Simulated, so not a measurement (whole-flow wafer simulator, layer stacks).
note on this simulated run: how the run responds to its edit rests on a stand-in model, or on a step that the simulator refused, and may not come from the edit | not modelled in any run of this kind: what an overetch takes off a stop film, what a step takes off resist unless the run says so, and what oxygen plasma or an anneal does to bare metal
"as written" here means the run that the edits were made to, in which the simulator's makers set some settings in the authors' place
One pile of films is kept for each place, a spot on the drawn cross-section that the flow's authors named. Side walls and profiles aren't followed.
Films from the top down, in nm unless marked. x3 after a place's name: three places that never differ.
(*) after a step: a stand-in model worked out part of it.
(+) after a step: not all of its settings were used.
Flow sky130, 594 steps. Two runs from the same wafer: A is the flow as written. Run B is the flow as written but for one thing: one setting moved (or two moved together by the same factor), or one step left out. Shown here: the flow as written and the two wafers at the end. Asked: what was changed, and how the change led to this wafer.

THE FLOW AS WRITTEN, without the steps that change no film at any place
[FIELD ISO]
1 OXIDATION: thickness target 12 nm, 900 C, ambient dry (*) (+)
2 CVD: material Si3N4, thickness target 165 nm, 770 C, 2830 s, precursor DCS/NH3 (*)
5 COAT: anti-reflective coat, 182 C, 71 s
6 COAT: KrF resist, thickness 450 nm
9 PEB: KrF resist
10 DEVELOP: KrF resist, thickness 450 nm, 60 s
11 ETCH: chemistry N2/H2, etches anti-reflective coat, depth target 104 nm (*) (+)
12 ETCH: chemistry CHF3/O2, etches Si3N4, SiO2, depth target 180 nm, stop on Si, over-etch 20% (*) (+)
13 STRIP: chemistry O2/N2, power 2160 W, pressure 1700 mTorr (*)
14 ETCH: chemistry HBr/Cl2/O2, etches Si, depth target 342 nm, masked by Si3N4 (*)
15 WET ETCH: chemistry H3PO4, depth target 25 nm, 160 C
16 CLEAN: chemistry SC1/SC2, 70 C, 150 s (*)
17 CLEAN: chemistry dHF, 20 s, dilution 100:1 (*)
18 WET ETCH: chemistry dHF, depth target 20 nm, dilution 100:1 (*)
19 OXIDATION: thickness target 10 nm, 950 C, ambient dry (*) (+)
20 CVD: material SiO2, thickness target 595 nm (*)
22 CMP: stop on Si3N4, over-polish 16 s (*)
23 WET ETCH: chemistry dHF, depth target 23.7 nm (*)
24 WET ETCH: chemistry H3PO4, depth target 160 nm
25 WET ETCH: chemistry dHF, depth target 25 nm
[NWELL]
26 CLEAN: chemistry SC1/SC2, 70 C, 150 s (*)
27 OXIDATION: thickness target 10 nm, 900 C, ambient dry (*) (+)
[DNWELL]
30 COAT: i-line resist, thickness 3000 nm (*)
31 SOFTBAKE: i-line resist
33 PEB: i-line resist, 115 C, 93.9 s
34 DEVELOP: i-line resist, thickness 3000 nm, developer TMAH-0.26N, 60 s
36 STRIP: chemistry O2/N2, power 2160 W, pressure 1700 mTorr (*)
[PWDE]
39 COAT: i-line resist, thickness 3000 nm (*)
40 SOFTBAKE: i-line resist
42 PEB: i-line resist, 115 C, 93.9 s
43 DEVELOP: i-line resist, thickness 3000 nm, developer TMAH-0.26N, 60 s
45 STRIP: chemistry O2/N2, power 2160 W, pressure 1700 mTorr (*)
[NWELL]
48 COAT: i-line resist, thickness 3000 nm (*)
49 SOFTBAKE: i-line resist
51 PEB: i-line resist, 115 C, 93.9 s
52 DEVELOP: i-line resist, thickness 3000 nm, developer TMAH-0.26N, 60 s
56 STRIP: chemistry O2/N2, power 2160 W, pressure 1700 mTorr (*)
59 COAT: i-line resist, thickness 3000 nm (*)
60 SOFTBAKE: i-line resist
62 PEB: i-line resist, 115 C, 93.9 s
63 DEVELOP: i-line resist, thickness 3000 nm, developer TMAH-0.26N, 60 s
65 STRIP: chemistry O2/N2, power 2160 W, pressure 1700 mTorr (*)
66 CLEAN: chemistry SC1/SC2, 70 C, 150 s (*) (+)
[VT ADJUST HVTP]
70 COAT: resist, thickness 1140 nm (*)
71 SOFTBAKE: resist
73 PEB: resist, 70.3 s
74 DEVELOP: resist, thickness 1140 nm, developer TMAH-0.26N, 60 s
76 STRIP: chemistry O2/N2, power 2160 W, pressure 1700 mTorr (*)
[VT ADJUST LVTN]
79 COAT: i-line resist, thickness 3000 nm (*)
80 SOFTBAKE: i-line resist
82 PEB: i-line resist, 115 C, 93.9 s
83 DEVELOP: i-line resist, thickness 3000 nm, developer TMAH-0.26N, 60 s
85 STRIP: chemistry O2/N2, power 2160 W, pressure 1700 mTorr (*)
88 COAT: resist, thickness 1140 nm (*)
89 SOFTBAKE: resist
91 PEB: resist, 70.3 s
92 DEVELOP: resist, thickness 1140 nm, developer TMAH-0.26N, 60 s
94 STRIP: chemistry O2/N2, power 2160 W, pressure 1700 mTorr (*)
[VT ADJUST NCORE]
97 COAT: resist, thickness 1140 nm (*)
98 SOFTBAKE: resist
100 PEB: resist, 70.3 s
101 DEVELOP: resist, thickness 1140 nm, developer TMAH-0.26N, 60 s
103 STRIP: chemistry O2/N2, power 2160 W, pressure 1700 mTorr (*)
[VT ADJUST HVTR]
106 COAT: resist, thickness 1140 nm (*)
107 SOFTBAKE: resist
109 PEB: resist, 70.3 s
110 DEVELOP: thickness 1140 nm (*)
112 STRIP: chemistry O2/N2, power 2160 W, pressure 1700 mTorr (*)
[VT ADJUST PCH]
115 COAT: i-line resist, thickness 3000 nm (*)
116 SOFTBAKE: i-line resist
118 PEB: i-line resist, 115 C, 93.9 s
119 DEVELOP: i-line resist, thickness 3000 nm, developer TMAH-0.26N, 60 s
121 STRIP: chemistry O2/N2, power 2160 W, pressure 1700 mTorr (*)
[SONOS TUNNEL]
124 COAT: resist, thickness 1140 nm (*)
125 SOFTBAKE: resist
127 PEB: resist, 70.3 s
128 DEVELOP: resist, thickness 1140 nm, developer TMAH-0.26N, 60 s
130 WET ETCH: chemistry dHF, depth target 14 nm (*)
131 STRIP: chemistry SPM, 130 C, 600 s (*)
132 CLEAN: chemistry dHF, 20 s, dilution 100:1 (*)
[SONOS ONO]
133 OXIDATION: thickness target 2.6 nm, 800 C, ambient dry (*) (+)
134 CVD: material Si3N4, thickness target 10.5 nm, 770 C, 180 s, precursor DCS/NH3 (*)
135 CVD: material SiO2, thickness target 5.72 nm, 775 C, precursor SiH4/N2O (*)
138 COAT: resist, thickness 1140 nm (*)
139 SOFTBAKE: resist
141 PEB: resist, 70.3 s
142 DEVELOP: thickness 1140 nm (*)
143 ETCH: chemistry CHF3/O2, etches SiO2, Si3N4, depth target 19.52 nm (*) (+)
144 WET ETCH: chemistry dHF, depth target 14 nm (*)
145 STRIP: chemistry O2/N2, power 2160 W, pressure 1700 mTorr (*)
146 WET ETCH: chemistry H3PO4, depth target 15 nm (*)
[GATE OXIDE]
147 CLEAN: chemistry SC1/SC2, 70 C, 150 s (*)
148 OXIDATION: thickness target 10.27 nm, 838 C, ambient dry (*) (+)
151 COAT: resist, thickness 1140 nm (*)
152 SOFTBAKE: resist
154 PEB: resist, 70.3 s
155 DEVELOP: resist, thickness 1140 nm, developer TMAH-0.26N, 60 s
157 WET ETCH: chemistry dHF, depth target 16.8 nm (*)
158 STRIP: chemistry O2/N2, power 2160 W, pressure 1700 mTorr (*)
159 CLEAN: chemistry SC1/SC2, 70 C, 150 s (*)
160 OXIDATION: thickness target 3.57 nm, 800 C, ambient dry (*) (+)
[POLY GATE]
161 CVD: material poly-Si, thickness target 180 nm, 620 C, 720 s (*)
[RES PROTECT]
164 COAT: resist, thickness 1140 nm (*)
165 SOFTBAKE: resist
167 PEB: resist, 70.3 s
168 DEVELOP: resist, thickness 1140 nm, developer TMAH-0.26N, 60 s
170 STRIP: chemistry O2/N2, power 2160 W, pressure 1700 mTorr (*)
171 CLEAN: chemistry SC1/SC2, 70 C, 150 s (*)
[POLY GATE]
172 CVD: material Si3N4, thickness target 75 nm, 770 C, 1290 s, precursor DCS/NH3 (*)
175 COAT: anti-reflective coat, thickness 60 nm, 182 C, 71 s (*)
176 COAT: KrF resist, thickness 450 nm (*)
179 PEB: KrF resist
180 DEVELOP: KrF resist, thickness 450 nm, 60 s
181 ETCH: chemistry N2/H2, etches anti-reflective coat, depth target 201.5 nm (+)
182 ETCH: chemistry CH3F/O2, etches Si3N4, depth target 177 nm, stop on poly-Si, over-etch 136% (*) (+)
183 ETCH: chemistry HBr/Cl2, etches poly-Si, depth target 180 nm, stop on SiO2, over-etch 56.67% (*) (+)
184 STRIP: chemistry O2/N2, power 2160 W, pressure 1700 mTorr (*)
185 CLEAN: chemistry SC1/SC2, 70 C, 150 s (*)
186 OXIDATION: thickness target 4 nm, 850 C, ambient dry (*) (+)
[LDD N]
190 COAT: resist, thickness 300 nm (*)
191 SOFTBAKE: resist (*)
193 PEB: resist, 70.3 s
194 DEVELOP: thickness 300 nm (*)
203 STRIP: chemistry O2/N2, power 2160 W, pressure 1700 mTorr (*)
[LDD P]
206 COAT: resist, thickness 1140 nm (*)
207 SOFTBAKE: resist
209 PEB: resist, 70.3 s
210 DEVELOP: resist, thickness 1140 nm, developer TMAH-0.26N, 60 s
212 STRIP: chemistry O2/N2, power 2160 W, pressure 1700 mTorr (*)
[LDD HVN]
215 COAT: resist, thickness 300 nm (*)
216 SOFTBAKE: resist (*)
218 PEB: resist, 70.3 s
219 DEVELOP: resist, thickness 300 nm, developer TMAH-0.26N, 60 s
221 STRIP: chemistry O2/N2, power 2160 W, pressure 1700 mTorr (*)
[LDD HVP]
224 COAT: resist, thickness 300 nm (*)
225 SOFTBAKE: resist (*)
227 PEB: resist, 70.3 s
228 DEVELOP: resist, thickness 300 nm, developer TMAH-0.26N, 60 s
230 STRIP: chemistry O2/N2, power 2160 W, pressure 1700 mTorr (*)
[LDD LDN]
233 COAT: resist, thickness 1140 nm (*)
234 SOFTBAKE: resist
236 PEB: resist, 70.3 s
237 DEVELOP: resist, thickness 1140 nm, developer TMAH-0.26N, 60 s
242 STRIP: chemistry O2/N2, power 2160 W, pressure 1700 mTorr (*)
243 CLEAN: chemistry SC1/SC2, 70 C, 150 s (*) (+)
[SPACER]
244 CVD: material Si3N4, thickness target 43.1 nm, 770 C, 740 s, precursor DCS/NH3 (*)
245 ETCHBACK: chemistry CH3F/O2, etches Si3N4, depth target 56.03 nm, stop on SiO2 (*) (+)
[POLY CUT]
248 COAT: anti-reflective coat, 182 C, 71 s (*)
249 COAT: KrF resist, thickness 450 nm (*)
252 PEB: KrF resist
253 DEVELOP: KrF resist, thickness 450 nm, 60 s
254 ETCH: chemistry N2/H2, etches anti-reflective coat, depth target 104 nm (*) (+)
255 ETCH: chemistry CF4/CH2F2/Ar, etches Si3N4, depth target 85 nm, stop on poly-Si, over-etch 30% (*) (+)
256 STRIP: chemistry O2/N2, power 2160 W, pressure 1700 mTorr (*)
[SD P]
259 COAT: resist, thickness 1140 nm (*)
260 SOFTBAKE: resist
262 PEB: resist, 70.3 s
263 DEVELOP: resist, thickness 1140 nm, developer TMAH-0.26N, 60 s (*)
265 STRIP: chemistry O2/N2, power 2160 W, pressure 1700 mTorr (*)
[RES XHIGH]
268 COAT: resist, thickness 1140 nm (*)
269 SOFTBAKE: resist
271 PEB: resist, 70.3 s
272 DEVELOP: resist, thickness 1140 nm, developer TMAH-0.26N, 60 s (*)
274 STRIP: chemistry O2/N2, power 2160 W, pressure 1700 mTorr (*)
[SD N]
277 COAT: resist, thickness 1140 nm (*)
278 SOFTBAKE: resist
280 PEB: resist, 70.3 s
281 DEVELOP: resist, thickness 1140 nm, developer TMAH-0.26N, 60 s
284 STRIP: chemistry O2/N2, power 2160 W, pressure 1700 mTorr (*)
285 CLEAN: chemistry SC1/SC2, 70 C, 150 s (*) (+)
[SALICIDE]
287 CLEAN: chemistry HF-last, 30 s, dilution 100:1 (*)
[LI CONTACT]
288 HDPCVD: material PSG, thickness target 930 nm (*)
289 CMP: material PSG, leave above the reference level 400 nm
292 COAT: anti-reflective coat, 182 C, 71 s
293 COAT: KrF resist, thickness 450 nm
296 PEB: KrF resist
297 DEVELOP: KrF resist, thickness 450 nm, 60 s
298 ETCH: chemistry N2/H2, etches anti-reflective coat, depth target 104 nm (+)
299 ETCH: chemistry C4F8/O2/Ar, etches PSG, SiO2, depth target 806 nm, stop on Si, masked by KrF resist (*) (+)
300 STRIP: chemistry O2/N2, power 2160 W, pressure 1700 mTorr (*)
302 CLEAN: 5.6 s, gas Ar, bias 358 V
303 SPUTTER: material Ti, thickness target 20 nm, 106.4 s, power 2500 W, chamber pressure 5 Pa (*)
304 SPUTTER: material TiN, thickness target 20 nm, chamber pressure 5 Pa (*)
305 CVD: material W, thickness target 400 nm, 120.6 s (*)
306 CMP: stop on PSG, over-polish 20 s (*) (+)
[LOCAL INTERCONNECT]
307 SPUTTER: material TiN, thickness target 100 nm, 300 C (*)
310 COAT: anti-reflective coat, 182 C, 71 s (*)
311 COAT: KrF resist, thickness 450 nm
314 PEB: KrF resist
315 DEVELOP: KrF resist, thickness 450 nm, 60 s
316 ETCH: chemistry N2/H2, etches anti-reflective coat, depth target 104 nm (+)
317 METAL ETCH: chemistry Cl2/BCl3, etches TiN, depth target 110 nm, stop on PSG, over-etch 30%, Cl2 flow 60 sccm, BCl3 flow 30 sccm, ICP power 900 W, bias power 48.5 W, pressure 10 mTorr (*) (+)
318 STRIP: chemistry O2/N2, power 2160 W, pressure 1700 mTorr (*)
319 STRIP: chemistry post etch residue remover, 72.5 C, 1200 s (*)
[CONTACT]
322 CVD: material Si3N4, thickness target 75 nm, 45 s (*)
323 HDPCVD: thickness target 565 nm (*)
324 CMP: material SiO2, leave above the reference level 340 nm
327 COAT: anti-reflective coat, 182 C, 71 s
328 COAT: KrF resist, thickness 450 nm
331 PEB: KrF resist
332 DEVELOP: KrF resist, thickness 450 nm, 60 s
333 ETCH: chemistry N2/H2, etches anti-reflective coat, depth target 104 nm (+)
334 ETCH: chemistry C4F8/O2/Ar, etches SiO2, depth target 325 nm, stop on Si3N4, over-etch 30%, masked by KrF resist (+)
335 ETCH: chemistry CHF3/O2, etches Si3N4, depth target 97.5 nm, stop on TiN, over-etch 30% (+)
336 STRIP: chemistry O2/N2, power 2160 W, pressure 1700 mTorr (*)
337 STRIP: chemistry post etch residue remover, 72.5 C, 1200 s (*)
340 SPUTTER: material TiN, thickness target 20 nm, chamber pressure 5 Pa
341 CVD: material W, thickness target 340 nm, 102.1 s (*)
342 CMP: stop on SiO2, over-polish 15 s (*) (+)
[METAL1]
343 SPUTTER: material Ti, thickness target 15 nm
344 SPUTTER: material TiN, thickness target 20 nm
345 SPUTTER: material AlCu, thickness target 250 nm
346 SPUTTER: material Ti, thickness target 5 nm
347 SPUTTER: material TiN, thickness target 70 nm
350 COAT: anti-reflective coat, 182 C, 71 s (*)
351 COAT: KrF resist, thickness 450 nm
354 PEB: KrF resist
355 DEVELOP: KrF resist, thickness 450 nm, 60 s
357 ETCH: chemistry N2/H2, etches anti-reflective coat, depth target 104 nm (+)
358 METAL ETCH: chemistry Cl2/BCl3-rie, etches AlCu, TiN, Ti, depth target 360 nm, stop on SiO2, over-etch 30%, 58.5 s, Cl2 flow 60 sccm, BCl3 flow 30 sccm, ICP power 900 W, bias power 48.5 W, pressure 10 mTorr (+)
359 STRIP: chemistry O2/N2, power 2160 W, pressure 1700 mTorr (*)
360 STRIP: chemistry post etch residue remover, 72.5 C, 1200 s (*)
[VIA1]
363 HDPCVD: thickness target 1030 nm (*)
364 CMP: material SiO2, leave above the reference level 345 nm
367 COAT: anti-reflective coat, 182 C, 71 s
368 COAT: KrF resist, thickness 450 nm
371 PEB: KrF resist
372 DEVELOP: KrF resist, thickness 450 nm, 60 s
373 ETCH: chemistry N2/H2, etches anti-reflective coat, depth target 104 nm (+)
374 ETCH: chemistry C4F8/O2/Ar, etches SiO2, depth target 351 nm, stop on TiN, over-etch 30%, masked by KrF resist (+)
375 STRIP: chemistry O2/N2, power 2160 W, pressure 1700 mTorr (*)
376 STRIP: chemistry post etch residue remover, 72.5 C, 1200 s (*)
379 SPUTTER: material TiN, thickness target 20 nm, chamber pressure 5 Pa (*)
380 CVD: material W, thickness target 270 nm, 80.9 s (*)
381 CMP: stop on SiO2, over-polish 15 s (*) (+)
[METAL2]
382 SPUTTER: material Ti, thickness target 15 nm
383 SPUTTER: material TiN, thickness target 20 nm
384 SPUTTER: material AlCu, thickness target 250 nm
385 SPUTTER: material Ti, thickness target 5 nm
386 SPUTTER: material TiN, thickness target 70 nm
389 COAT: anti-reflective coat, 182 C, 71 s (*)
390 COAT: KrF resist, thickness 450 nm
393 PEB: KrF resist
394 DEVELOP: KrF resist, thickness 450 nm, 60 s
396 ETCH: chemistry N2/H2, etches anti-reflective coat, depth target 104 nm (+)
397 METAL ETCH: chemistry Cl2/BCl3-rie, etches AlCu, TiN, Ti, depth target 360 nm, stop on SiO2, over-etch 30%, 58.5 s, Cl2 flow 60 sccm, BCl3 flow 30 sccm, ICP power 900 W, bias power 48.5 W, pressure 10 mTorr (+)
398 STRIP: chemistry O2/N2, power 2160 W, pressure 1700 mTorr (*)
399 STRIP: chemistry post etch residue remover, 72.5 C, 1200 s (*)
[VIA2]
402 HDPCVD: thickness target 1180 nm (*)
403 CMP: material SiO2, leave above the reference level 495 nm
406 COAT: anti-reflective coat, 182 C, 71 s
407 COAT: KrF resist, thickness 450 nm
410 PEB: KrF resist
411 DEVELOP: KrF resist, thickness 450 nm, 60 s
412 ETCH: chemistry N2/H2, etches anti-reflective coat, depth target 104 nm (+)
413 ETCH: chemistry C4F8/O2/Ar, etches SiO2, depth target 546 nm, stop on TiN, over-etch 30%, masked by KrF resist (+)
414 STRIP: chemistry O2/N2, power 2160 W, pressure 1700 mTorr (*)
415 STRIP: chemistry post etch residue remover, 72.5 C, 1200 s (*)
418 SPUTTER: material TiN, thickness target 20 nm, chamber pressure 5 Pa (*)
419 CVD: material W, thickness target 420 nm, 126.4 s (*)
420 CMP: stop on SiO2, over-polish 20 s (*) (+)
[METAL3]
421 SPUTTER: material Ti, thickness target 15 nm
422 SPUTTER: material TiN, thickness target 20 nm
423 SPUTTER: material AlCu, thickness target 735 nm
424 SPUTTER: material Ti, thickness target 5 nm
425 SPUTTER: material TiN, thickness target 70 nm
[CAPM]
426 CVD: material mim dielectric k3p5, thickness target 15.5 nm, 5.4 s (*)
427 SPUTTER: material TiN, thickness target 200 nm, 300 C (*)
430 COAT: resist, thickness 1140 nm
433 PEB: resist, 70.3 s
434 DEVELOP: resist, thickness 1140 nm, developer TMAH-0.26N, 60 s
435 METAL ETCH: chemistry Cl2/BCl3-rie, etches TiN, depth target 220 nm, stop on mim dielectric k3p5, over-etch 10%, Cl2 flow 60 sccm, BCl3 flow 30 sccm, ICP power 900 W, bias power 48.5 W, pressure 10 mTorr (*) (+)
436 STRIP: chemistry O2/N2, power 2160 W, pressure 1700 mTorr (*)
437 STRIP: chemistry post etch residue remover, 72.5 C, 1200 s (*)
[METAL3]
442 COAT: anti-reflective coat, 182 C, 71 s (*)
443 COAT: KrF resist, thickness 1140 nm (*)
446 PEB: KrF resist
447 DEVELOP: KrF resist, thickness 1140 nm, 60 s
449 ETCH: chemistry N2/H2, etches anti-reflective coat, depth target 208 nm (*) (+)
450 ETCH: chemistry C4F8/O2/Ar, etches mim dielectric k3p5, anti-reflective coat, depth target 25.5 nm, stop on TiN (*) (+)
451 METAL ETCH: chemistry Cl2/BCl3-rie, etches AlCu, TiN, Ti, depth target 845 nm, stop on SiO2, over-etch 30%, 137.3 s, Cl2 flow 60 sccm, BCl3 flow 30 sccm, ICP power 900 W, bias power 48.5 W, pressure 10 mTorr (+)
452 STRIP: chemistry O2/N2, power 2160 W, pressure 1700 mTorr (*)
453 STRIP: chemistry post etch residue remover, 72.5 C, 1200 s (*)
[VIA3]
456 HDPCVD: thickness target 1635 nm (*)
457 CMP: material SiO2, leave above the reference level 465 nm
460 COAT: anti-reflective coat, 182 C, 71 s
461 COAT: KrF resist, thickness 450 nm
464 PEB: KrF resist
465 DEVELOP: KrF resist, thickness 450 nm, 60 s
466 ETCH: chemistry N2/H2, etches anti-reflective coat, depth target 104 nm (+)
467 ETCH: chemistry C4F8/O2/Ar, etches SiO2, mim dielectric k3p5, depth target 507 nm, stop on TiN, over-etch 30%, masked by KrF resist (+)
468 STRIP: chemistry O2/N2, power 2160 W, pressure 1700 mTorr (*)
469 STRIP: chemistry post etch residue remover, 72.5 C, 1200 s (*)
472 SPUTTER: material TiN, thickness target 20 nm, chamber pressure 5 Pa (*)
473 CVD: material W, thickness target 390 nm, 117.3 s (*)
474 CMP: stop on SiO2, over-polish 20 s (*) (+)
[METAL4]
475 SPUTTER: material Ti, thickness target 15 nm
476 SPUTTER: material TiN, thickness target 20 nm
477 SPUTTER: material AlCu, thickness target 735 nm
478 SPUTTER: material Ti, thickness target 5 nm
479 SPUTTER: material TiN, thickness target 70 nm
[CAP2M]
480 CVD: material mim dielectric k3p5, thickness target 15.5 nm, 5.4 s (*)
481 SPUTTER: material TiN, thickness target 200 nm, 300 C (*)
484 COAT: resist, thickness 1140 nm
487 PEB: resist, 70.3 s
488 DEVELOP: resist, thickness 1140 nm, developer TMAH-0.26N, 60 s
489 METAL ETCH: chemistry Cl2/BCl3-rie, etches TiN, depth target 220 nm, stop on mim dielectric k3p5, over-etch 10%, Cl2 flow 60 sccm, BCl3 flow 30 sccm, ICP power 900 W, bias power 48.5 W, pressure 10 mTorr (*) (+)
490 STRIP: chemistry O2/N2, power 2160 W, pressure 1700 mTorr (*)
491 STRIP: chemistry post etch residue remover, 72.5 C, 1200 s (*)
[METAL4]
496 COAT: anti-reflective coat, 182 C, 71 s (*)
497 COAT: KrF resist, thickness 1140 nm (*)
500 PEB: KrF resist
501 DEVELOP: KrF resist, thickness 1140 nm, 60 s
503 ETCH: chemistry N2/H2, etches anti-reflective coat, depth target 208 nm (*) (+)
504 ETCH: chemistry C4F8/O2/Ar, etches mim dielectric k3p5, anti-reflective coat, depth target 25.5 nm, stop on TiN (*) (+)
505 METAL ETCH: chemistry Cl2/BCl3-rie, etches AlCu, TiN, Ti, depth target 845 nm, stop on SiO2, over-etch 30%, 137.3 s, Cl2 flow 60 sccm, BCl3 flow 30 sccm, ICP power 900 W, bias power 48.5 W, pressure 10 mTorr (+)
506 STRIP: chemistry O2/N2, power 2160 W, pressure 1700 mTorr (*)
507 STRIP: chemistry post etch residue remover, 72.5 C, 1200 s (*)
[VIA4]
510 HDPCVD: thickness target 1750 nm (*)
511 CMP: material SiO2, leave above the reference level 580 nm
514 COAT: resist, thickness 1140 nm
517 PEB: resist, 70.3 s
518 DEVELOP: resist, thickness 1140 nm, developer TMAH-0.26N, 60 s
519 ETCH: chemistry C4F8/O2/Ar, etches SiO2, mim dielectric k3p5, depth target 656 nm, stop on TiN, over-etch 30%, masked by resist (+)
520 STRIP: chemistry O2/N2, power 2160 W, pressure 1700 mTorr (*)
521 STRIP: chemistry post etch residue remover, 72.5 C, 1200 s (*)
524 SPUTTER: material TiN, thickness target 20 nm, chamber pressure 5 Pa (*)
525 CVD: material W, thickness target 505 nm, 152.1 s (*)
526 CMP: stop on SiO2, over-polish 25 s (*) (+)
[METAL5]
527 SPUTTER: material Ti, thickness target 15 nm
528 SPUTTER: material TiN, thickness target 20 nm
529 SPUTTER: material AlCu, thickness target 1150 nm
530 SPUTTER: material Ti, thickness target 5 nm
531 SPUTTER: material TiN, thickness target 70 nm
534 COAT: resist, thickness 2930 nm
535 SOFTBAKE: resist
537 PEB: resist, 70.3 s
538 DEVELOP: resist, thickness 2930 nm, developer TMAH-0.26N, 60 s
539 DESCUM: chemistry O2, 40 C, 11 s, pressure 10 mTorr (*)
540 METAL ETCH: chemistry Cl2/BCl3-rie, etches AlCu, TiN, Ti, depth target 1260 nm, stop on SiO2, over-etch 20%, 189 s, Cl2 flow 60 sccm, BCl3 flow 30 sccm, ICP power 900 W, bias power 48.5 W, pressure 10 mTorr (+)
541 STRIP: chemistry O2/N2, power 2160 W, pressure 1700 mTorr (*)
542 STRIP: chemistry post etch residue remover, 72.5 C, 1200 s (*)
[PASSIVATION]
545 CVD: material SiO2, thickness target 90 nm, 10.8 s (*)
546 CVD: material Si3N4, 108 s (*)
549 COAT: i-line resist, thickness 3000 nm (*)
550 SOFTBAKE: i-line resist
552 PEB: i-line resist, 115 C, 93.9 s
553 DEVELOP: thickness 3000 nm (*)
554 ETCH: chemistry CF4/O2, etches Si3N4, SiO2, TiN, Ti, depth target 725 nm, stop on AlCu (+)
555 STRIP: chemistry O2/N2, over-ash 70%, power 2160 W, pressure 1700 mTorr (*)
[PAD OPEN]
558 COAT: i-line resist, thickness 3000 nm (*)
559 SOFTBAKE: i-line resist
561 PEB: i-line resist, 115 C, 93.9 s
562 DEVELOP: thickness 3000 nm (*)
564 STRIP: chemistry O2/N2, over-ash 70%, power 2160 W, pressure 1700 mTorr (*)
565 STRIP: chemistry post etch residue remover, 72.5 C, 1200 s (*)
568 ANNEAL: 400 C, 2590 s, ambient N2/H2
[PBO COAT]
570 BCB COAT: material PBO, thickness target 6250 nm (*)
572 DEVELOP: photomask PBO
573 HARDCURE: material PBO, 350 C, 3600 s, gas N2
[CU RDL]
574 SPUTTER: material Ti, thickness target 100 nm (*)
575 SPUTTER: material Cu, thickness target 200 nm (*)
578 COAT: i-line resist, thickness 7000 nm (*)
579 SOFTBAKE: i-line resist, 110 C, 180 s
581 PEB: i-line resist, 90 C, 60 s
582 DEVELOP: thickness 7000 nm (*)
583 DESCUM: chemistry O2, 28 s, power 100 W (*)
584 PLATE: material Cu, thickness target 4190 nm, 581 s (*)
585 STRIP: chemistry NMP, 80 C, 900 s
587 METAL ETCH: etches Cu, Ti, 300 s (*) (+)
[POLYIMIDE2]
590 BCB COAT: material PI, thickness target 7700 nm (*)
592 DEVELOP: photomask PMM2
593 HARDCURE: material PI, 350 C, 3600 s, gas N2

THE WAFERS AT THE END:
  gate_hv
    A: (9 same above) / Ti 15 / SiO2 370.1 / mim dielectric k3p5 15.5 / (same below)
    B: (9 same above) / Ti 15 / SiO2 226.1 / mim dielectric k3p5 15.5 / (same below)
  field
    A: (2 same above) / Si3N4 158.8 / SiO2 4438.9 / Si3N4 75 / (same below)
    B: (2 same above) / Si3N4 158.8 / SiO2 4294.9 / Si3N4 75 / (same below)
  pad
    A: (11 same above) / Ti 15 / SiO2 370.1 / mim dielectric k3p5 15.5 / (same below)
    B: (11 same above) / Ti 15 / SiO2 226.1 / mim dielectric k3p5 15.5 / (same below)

The cause: step 457, CMP: leave above the reference level 321 nm was run, where the flow has leave above the reference level 465 nm.

How the change led to this, step by step:
  457 CMP: material SiO2, leave above the reference level 465 nm
      n_well, p_well, gate_hv and 99 more: A SiO2 -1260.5 | B SiO2 -1404.5
      field, active, gate and 82 more: A SiO2 -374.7 | B SiO2 -518.7
      (and at 5 more places)
  467 ETCH: chemistry C4F8/O2/Ar, etches SiO2, mim dielectric k3p5, depth target 507 nm, stop on TiN, over-etch 30%, masked by KrF resist (+)
      field, active, n_well and 187 more: A KrF resist -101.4 | B KrF resist -64
      m1: A SiO2 -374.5 (all of it), mim dielectric k3p5 -15.5 (all of it) | B SiO2 -230.5 (all of it), mim dielectric k3p5 -15.5 (all of it)
      (and at 1 more place)
  468 STRIP: chemistry O2/N2, power 2160 W, pressure 1700 mTorr (*)
      field, active, n_well and 187 more: A KrF resist -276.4 (all of it), anti-reflective coat -80 (all of it) | B KrF resist -313.9 (all of it), anti-reflective coat -80 (all of it)
  472 SPUTTER: material TiN, thickness target 20 nm, chamber pressure 5 Pa (*)
      m1, via3_hole: A TiN +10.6 | B TiN +12.7
  473 CVD: material W, thickness target 390 nm, 117.3 s (*)
      m1: A W +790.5 (new film) | B W +644.3 (new film)
      via3_hole: A W +789.9 (new film) | B W +643.7 (new film)
